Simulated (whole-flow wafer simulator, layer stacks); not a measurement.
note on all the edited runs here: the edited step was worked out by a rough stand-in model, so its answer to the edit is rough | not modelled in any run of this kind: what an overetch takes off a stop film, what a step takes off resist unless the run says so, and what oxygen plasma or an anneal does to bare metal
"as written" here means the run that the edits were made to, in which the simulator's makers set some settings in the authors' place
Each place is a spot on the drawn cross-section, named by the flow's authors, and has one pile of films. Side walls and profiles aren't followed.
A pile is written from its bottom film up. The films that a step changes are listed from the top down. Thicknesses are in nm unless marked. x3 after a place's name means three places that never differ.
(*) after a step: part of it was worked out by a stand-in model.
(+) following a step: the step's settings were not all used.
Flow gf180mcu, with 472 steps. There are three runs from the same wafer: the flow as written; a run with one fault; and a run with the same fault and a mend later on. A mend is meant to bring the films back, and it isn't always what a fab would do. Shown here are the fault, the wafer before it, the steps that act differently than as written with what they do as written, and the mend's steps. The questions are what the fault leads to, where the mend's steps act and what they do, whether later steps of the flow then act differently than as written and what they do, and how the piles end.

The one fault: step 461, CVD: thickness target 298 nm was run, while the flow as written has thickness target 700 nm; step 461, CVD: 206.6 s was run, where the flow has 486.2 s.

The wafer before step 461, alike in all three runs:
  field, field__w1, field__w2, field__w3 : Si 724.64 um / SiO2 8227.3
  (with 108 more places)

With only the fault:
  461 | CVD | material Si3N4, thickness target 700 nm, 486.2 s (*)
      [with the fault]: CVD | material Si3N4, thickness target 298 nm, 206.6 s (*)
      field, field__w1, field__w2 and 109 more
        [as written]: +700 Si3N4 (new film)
        [with the fault]: +297.6 Si3N4 (new film)
  Later steps of the flow acting differently than as written (4 other steps are not shown; they differ only slightly, by no more than 2% or 0.5 nm, whichever is larger):
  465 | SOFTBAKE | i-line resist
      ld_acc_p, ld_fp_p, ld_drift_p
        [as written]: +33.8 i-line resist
        [with the fault]: +31.6 i-line resist
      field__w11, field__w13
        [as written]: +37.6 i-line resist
        [with the fault]: +35.5 i-line resist
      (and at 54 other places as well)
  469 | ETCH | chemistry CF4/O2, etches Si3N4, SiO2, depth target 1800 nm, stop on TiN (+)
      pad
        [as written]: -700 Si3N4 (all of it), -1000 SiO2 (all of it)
        [with the fault]: -297.6 Si3N4 (all of it), -1000 SiO2 (all of it)
  The piles end different from the flow's at field, field__w1, field__w2 and 108 more by more than 2% or 0.5 nm, whichever is larger.
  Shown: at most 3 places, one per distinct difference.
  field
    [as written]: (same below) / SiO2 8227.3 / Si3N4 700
    [with the fault]: (same below) / SiO2 8227.3 / Si3N4 297.6
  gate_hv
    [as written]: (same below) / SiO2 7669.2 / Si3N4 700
    [with the fault]: (same below) / SiO2 7669.2 / Si3N4 297.6
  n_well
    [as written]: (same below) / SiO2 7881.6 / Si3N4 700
    [with the fault]: (same below) / SiO2 7881.6 / Si3N4 297.6

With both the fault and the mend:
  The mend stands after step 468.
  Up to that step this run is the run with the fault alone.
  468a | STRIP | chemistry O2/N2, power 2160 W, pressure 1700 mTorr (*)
      iso_ptap_pw, iso_ntap_nw, iso_nw_fld and 33 more
        -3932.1 i-line resist (all of it)
      p_well, sti, spacer, sd_n, mim_1p0, dice_street
        -3938 i-line resist (all of it)
      field__w2, field__w3, field__w6, field__w12
        -3983.5 i-line resist (all of it)
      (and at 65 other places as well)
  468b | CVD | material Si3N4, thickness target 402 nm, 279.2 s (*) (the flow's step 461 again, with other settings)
      field, field__w1, field__w2 and 109 more
        +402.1 Si3N4
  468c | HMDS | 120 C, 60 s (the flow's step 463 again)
      alters no film at any place that is followed
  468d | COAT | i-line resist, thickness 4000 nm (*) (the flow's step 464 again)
      iso_ptap_pw, iso_ntap_nw, iso_nw_fld and 33 more
        +4000 i-line resist (new film)
      field__w9, field__w13, sd_p_hv, gate_p_hv, nplus_u, npoly_u
        +4017 i-line resist (new film)
      p_well, sti, spacer, sd_n, mim_1p0, dice_street
        +4006.3 i-line resist (new film)
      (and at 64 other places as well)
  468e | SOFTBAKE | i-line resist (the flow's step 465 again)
      ld_acc_p, ld_fp_p, ld_drift_p
        +33.8 i-line resist
      field__w2, field_sub__w4
        +33.4 i-line resist
      field__w11, field__w13
        +37.6 i-line resist
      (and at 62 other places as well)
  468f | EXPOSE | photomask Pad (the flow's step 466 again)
      alters no film at any place that is followed
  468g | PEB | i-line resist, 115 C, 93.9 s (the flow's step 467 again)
      iso_ptap_pw, iso_ntap_nw, iso_nw_fld and 33 more
        -67.9 i-line resist
      field, field__w2, field__w3 and 25 more
        -68.8 i-line resist
      field_sub, field_sub__w1, field_sub__w2 and 23 more
        -68.7 i-line resist
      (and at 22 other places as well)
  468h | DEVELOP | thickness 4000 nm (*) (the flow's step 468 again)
      field__w5, field__w7, field__w13 and 13 more
        -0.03 i-line resist
      pad
        -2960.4 i-line resist (all of it)
  Later steps of the flow that are run all act as written at every place that is followed, up to a difference of at most 2% or 0.5 nm, whichever is larger.
  At the end the piles are close to the flow's at the places that both follow, differing by at most 2% or 0.5 nm, whichever is larger.
